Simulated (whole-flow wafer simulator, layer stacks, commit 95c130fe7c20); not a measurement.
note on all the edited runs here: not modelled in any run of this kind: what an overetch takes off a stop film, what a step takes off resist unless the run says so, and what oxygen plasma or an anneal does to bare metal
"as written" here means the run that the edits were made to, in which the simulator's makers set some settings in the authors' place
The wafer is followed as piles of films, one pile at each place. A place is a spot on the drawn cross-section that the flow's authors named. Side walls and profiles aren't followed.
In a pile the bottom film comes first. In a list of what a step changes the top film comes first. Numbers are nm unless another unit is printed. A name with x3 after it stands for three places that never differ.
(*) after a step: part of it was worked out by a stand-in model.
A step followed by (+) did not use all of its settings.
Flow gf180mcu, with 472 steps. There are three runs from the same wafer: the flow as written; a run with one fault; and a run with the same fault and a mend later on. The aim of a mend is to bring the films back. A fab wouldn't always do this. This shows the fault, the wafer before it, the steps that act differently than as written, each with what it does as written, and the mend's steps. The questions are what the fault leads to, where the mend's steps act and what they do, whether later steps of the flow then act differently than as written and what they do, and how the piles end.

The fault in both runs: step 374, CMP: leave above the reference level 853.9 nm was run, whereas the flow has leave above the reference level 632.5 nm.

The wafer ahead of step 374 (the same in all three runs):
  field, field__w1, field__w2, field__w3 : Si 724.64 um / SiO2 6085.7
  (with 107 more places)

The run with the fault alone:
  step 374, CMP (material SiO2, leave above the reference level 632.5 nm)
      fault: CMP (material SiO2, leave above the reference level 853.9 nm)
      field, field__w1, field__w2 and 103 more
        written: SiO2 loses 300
        fault: SiO2 loses 78.6
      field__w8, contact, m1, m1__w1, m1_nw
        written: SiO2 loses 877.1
        fault: SiO2 loses 655.7
  Later steps of the flow acting differently than as written:
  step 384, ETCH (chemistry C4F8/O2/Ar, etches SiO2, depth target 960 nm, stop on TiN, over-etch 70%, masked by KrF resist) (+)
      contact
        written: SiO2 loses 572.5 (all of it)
        fault: SiO2 loses 793.9 (all of it)
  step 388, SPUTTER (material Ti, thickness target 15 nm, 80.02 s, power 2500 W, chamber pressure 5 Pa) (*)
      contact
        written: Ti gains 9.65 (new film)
        fault: Ti gains 8.49 (new film)
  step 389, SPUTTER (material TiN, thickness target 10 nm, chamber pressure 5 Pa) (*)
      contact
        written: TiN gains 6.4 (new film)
        fault: TiN gains 5.63 (new film)
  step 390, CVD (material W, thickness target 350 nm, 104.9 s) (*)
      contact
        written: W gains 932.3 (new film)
        fault: W gains 1155.6 (new film)
  By the end, the piles at field, field__w1, field__w2 and 109 more depart from the flow's by more than 2% or 0.5 nm, whichever is larger.
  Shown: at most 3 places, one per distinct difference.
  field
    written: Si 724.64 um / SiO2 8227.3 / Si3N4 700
    fault: Si 724.64 um / SiO2 8448.7 / Si3N4 700
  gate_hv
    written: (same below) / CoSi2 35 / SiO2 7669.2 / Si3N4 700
    fault: (same below) / CoSi2 35 / SiO2 7890.6 / Si3N4 700
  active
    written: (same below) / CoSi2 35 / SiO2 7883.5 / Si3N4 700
    fault: (same below) / CoSi2 35 / SiO2 8104.9 / Si3N4 700

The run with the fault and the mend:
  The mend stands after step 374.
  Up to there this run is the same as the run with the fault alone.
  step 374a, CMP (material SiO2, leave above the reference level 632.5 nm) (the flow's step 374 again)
      field, field__w1, field__w2 and 108 more
        SiO2 loses 221.4
  Every later step of the flow that is run acts as written at every place that is followed.
  By the end, the piles equal the flow's at every place that both follow.
